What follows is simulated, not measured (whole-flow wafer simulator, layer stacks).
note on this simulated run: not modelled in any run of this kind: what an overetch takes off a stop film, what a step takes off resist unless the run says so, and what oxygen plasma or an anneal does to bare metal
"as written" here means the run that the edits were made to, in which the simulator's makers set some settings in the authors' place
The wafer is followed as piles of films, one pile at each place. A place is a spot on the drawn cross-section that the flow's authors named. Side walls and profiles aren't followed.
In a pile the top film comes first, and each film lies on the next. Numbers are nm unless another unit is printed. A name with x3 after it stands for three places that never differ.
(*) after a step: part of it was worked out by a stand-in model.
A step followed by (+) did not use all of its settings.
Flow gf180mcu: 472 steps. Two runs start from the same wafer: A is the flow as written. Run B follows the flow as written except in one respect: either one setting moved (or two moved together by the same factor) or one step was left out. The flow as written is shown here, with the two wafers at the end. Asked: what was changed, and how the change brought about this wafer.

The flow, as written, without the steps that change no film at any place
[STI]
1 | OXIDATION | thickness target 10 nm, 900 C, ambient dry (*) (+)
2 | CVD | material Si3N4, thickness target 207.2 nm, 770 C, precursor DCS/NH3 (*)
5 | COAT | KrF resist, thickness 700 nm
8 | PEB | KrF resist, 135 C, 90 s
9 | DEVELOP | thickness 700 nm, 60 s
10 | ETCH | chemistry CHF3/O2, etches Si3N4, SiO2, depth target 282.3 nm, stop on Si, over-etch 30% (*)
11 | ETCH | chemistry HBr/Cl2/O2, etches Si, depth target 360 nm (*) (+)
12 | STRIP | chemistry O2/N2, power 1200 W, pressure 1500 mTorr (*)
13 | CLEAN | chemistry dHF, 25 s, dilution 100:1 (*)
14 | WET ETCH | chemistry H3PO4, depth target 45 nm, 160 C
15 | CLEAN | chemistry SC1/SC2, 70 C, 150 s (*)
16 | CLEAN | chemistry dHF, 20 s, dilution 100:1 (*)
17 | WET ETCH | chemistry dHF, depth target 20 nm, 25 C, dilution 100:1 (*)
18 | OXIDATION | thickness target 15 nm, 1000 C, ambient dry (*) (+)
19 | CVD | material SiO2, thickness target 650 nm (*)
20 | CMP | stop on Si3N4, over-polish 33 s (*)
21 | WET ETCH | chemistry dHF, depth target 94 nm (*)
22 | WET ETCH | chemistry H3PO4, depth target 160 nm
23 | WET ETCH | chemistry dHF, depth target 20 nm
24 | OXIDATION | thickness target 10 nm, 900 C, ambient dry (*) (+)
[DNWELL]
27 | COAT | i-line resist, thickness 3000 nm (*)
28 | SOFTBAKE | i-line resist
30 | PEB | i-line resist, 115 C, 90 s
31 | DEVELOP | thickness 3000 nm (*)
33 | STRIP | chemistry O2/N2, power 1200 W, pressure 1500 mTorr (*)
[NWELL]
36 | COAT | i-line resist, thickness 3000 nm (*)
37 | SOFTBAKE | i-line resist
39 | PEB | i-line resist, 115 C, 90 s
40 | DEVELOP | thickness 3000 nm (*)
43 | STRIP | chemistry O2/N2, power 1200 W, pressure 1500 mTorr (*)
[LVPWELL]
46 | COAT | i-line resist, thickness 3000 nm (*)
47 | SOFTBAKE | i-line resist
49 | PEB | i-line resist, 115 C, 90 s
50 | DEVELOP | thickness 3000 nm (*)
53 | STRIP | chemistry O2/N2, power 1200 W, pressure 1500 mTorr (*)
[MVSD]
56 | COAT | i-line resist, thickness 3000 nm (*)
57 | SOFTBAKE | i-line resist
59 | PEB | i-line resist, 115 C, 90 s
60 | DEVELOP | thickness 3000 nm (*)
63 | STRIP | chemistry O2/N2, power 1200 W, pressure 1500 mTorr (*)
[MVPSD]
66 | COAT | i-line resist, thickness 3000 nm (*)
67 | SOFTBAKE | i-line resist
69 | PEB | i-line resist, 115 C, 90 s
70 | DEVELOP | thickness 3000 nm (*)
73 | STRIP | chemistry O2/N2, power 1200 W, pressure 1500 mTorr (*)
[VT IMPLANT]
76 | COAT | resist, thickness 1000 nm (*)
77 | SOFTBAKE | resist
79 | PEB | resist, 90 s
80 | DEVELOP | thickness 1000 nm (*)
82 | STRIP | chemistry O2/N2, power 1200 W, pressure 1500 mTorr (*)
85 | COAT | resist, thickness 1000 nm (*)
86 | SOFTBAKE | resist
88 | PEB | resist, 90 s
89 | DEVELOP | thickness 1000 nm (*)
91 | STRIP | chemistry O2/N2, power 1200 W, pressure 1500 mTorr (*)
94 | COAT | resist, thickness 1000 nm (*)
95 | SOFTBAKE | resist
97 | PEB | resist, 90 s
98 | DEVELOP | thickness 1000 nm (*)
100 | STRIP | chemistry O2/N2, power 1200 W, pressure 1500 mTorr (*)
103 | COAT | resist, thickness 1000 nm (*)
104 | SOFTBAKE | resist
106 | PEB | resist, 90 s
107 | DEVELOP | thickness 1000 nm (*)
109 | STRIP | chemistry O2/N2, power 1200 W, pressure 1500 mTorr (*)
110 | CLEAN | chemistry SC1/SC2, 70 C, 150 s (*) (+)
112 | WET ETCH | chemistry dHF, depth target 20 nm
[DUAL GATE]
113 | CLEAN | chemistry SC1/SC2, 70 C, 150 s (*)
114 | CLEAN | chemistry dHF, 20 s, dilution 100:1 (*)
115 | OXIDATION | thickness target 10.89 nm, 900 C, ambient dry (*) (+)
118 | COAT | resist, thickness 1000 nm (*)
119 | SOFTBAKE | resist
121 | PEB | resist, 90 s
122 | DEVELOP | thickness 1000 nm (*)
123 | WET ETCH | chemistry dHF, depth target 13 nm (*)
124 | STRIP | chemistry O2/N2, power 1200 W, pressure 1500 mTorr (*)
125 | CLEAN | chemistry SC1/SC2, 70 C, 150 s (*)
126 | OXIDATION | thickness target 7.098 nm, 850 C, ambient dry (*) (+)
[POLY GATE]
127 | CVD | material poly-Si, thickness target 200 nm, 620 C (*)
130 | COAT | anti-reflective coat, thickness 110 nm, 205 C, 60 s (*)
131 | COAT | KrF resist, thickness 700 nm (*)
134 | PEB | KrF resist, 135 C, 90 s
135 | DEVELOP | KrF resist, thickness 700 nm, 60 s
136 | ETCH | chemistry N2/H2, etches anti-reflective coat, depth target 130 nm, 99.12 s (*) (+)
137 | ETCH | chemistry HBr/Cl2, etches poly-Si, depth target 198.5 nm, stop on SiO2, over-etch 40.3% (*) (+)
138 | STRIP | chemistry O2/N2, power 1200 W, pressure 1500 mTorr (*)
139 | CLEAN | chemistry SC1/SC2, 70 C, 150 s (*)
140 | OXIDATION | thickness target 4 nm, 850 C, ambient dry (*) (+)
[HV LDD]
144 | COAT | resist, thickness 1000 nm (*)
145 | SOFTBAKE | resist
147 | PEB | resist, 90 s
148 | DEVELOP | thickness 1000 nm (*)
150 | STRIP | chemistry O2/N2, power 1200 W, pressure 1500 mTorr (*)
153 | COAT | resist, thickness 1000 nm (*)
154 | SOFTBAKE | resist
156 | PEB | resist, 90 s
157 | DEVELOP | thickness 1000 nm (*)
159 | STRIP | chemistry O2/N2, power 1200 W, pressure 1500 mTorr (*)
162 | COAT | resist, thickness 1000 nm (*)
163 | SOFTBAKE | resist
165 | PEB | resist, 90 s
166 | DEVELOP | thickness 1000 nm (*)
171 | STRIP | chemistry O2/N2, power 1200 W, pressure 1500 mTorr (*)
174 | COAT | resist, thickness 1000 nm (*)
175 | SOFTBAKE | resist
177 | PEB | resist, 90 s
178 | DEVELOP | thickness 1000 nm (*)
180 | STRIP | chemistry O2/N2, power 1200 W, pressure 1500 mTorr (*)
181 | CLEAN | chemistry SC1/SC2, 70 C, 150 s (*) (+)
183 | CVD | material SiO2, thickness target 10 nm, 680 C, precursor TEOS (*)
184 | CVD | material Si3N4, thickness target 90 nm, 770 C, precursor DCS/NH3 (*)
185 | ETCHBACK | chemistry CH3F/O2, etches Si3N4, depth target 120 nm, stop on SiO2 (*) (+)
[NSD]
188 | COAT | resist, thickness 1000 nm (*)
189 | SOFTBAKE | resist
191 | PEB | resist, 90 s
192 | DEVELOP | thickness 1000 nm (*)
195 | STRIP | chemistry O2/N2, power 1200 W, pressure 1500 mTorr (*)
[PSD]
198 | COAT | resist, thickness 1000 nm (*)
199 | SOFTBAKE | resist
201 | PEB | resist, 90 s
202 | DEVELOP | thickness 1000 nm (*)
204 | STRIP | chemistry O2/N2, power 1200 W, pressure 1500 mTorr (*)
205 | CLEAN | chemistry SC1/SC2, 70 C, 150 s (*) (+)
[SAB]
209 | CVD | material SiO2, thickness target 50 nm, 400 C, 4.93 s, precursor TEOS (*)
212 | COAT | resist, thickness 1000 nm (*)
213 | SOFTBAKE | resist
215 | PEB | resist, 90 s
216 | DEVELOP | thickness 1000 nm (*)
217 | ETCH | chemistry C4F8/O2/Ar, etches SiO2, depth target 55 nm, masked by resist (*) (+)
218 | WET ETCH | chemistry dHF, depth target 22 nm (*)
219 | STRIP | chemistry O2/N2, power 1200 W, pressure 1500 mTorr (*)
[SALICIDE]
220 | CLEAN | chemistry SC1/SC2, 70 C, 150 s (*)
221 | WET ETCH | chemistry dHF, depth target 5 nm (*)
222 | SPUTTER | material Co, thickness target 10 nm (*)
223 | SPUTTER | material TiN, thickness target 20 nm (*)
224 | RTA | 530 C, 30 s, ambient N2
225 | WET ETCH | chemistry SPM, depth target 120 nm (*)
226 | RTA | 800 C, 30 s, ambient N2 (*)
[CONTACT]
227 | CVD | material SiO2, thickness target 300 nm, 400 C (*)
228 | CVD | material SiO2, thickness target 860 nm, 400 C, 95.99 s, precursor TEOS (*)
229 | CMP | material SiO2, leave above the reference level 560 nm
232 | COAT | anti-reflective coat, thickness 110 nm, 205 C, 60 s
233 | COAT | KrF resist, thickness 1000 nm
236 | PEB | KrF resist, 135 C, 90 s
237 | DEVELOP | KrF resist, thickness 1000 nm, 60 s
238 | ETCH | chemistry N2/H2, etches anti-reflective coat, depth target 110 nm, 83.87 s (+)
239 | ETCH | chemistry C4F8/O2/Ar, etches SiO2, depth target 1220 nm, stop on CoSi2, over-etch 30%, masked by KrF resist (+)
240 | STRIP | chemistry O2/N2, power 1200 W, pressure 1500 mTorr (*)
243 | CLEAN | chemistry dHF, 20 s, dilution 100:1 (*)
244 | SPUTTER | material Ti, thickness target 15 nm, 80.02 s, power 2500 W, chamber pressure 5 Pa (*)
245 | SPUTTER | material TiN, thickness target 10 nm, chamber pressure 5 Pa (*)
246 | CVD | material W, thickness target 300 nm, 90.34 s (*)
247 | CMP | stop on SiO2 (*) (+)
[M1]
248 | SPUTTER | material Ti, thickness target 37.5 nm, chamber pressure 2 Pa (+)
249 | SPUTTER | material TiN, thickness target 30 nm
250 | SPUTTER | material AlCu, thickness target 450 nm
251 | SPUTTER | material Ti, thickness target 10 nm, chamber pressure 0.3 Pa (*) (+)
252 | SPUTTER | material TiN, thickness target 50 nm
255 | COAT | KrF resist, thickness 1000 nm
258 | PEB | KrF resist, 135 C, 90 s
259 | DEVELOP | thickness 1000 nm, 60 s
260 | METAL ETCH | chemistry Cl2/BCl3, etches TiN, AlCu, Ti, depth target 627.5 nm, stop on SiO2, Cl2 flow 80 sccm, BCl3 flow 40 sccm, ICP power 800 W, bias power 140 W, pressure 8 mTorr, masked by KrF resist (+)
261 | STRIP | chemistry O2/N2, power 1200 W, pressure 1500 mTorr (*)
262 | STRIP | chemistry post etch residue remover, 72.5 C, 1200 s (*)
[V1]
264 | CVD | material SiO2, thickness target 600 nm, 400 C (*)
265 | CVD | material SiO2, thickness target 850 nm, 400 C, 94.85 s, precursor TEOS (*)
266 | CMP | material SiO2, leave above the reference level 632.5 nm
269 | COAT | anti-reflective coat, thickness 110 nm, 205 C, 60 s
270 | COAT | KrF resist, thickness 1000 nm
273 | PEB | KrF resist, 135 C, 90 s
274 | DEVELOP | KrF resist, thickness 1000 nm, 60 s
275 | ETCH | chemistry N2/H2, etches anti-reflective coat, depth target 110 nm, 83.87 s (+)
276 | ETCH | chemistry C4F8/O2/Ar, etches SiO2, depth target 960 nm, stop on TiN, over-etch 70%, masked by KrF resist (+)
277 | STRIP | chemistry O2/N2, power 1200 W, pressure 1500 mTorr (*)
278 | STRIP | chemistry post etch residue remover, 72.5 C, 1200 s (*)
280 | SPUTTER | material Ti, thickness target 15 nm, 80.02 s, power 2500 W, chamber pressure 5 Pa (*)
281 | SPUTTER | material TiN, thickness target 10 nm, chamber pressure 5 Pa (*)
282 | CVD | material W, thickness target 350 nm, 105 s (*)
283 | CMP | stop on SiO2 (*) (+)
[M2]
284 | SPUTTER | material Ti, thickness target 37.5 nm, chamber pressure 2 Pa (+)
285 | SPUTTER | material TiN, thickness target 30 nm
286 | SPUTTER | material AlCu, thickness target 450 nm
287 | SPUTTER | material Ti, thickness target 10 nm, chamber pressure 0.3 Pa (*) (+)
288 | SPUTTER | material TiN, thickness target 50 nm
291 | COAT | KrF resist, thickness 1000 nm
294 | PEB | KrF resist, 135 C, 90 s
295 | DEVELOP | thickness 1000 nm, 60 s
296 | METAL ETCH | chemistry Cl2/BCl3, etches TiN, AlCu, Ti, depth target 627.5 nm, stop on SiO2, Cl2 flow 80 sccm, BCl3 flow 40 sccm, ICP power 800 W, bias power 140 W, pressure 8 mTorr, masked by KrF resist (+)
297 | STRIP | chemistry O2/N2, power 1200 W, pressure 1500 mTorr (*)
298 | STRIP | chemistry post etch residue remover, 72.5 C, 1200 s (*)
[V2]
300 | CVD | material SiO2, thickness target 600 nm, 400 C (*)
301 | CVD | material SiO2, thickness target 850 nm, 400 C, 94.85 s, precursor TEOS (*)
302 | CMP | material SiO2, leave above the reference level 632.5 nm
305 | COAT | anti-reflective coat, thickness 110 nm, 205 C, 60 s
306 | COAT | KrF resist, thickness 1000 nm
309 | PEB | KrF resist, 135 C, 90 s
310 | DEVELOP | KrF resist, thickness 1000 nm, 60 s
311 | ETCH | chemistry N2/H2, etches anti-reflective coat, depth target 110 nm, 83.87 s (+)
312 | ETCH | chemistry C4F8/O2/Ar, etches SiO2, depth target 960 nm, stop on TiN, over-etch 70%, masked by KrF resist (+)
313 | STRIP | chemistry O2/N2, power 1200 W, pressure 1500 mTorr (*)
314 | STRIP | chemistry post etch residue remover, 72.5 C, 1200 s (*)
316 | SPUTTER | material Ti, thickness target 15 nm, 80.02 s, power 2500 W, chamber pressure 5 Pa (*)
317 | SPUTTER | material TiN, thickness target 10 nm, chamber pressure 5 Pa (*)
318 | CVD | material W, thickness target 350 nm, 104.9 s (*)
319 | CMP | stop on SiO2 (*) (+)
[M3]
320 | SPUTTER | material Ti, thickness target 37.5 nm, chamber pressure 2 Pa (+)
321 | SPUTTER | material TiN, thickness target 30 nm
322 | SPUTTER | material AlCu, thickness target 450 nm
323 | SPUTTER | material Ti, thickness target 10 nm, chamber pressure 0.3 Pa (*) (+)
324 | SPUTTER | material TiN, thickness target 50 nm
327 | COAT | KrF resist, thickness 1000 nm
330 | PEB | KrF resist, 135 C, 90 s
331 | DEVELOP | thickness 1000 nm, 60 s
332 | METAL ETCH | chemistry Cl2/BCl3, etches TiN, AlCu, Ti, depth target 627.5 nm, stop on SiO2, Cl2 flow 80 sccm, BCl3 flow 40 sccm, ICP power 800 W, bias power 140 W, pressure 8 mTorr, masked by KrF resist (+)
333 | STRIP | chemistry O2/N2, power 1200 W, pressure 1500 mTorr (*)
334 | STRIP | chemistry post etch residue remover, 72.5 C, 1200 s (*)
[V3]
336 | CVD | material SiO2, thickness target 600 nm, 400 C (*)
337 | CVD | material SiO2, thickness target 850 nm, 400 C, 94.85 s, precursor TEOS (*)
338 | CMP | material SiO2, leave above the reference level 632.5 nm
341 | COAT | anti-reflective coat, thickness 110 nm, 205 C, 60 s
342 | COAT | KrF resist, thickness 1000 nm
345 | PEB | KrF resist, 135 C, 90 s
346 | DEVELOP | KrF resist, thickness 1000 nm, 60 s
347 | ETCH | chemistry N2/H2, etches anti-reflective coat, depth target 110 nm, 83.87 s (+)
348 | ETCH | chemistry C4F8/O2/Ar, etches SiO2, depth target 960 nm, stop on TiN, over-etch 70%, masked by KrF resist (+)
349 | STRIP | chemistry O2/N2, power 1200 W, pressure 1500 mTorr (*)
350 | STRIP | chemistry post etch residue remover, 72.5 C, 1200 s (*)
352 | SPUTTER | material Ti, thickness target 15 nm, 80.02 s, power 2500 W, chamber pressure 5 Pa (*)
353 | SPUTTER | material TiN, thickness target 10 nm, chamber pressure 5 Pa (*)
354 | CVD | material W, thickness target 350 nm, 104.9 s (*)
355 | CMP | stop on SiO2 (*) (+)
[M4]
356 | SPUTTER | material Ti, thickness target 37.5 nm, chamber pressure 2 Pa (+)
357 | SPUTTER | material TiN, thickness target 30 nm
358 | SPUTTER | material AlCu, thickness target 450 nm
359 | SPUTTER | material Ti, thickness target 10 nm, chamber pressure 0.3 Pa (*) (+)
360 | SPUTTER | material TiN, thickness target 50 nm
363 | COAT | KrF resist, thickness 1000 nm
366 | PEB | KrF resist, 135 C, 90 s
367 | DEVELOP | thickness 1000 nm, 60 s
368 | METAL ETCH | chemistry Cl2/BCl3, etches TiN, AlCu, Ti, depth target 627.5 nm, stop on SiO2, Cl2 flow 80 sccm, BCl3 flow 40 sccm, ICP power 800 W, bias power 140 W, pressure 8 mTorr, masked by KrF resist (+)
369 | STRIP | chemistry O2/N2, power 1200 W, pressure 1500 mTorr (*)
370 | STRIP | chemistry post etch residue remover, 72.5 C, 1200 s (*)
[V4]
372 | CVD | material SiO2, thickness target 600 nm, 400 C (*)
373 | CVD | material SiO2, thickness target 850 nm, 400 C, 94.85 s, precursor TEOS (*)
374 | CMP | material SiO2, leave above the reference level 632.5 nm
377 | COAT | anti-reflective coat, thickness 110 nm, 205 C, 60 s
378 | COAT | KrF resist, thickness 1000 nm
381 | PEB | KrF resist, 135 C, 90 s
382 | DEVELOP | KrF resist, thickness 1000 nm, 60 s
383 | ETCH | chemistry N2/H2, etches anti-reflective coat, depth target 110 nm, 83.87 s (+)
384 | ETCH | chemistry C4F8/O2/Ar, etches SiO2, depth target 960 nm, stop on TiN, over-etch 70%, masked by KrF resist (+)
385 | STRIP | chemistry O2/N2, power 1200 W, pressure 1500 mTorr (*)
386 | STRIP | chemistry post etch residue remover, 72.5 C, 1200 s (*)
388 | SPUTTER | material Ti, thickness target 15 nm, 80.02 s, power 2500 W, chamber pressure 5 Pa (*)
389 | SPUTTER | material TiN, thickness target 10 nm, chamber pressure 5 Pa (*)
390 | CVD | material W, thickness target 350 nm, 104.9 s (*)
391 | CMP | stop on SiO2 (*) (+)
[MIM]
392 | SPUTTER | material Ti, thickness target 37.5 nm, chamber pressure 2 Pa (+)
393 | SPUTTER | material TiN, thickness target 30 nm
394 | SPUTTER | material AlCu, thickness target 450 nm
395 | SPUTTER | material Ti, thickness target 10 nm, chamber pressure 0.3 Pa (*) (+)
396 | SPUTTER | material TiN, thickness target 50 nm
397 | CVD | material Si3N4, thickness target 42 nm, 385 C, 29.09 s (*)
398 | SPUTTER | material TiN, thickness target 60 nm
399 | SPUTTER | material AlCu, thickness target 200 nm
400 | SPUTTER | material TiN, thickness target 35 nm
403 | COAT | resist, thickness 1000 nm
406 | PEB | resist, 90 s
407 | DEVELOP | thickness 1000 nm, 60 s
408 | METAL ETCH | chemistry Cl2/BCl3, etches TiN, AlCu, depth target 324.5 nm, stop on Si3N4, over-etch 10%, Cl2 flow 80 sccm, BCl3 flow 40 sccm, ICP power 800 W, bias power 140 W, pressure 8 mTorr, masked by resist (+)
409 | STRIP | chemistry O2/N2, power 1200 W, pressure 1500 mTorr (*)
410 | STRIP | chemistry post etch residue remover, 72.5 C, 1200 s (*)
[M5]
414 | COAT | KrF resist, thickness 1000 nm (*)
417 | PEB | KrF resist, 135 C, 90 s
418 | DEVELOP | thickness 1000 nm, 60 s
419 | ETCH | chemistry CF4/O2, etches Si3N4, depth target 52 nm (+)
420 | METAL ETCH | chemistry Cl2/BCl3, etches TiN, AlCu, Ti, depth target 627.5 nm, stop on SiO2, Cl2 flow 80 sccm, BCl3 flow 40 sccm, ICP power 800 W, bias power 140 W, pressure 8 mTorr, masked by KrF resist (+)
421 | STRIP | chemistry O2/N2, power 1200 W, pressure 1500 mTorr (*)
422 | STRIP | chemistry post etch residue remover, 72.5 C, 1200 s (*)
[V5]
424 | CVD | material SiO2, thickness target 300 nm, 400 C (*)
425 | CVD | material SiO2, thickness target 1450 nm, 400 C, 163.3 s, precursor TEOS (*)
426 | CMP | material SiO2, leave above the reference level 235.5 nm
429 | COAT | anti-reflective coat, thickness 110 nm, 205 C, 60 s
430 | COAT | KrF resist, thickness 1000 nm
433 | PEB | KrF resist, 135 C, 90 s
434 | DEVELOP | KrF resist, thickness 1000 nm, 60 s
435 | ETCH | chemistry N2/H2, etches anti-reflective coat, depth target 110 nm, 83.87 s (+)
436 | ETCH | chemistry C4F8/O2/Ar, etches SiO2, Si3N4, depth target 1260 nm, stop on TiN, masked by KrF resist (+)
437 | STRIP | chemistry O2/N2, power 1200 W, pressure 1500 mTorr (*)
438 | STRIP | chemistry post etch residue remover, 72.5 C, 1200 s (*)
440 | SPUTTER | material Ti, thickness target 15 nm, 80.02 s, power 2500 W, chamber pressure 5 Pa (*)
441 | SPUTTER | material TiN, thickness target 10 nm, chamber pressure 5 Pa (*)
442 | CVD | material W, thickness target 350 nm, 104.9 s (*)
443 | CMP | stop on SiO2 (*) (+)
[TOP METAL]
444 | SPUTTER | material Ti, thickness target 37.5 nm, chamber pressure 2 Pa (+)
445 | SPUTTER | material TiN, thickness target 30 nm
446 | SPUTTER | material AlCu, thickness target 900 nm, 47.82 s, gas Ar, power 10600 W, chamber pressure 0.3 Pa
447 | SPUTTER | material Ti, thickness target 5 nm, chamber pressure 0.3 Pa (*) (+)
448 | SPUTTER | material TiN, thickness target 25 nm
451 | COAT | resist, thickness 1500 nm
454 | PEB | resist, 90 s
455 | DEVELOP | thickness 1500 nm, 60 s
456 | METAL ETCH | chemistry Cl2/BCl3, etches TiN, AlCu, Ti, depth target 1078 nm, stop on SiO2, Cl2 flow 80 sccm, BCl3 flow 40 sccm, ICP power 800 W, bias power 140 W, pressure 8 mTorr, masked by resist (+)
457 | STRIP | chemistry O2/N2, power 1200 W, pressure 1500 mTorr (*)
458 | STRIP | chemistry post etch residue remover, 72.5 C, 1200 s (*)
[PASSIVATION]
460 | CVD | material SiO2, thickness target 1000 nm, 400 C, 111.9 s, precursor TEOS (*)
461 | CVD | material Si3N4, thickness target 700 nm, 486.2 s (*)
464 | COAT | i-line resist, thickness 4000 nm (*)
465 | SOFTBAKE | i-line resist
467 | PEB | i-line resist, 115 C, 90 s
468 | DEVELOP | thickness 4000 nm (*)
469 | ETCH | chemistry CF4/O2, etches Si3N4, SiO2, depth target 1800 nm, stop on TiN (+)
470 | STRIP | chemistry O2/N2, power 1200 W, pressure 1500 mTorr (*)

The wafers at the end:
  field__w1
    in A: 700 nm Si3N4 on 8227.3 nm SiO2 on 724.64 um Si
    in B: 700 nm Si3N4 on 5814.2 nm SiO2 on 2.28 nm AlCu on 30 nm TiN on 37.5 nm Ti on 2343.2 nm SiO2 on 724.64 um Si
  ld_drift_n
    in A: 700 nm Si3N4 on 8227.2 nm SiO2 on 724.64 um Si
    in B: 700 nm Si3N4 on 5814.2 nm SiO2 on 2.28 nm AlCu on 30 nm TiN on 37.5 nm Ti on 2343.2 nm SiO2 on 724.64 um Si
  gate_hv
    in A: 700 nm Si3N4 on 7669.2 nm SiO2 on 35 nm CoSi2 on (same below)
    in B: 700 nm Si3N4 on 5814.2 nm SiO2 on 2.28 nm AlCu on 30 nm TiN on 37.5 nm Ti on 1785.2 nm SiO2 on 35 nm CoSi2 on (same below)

The reason: step 296, METAL ETCH: depth target 502 nm was run, whereas the flow has depth target 627.5 nm.

How this came from the change, step by step:
  296 | METAL ETCH | chemistry Cl2/BCl3, etches TiN, AlCu, Ti, depth target 627.5 nm, stop on SiO2, Cl2 flow 80 sccm, BCl3 flow 40 sccm, ICP power 800 W, bias power 140 W, pressure 8 mTorr, masked by KrF resist (+)
      field, field__w1, field__w2 and 103 more: A -50 TiN (all of it), -10 Ti (all of it), -450 AlCu (all of it), -30 TiN (all of it), -37.5 Ti (all of it) | B -50 TiN (all of it), -10 Ti (all of it), -442 AlCu
      field__w8, contact, m1, m1__w1, m1_nw: A -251 KrF resist | B -200.8 KrF resist
  297 | STRIP | chemistry O2/N2, power 1200 W, pressure 1500 mTorr (*)
      field__w8, contact, m1, m1__w1, m1_nw: A -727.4 KrF resist (all of it) | B -777.6 KrF resist (all of it)
  298 | STRIP | chemistry post etch residue remover, 72.5 C, 1200 s (*)
      field, field__w1, field__w2 and 103 more: A nothing | B -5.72 AlCu
  300 | CVD | material SiO2, thickness target 600 nm, 400 C (*)
      field, field__w1, field__w2 and 103 more: A +600 SiO2 | B +600 SiO2 (new film)
  302 | CMP | material SiO2, leave above the reference level 632.5 nm
      field, field__w1, field__w2 and 103 more: A -300 SiO2 | B -369.8 SiO2
If metal films that touch count as one body, field__w1 has 1 body; the flow as written gives 0 bodies.
If metal films that touch count as one body, ld_drift_n has 1 body; the flow as written gives 0 bodies.
If metal films that touch count as one body, gate_hv has 2 bodies (between them, from the top down: SiO2 1785.2); the flow as written gives 1 body.
